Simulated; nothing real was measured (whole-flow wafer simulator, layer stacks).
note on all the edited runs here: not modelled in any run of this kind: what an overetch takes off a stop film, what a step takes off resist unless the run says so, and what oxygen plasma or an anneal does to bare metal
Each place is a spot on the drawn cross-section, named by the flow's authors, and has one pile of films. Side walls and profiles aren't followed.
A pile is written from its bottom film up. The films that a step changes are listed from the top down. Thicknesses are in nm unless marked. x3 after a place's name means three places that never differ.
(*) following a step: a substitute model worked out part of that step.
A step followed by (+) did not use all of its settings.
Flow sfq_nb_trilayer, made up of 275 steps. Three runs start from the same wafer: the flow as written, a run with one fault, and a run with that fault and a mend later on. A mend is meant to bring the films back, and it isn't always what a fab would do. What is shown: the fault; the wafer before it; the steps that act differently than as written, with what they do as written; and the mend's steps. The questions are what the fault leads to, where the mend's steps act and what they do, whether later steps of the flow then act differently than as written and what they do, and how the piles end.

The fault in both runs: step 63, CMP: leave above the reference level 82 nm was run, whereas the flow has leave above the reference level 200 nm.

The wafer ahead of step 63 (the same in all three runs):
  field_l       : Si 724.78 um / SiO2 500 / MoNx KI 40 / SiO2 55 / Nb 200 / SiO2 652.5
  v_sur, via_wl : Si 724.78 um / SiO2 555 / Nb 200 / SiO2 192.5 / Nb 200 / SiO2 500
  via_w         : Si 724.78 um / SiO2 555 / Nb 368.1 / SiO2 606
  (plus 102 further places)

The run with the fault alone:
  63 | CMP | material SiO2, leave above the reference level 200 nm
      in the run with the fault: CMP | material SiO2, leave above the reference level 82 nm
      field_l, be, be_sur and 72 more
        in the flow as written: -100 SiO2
        in the run with the fault: -218 SiO2
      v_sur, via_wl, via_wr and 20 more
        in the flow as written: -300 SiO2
        in the run with the fault: -418 SiO2
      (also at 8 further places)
  Steps later in the flow that act otherwise than as written (not shown: 5 more steps that differ only slightly, by at most 2% or 0.5 nm, whichever is larger):
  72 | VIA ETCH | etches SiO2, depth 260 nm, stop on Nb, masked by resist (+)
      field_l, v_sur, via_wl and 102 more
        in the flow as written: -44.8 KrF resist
        in the run with the fault: -21.2 KrF resist
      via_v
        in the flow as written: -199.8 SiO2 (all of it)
        in the run with the fault: -81.8 SiO2 (all of it)
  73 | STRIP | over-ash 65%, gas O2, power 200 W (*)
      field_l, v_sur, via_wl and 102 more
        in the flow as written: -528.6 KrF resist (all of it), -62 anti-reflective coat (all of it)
        in the run with the fault: -552.3 KrF resist (all of it), -62 anti-reflective coat (all of it)
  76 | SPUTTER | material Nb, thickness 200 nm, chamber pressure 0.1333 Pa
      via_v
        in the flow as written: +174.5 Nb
        in the run with the fault: +196.9 Nb
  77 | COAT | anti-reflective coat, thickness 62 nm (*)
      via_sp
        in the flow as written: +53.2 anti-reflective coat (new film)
        in the run with the fault: +54.7 anti-reflective coat (new film)
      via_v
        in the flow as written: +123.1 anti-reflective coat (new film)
        in the run with the fault: +94.5 anti-reflective coat (new film)
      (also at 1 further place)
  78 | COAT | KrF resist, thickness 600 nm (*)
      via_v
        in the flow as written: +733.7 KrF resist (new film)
        in the run with the fault: +640.1 KrF resist (new film)
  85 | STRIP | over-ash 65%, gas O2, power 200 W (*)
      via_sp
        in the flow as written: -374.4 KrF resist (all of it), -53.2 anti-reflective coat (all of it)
        in the run with the fault: -382.6 KrF resist (all of it), -54.7 anti-reflective coat (all of it)
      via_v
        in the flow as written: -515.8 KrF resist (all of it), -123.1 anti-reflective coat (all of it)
        in the run with the fault: -422.4 KrF resist (all of it), -94.5 anti-reflective coat (all of it)
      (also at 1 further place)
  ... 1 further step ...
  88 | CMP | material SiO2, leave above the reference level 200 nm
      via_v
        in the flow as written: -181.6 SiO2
        in the run with the fault: -216 SiO2
  At field_l, v_sur, via_wl and 103 more, the piles at the end differ from the flow's by more than 2% or 0.5 nm, whichever is larger.
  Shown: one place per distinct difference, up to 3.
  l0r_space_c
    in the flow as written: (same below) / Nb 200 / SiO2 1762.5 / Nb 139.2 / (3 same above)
    in the run with the fault: (same below) / Nb 200 / SiO2 1644.5 / Nb 139.2 / (3 same above)
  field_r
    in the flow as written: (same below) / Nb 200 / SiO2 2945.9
    in the run with the fault: (same below) / Nb 200 / SiO2 2827.9
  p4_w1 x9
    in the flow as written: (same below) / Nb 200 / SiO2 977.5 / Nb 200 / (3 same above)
    in the run with the fault: (same below) / Nb 200 / SiO2 859.5 / Nb 200 / (3 same above)

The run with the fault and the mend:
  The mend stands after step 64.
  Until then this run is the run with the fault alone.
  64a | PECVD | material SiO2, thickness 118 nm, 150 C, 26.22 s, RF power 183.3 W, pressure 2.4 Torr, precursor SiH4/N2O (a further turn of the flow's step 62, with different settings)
      field_l, v_sur, via_wl and 103 more
        +118 SiO2
  Later steps of the flow that are run all act as written at every place that is followed, up to a difference of at most 2% or 0.5 nm, whichever is larger.
  At every place that both follow, the piles at the end match the flow's.
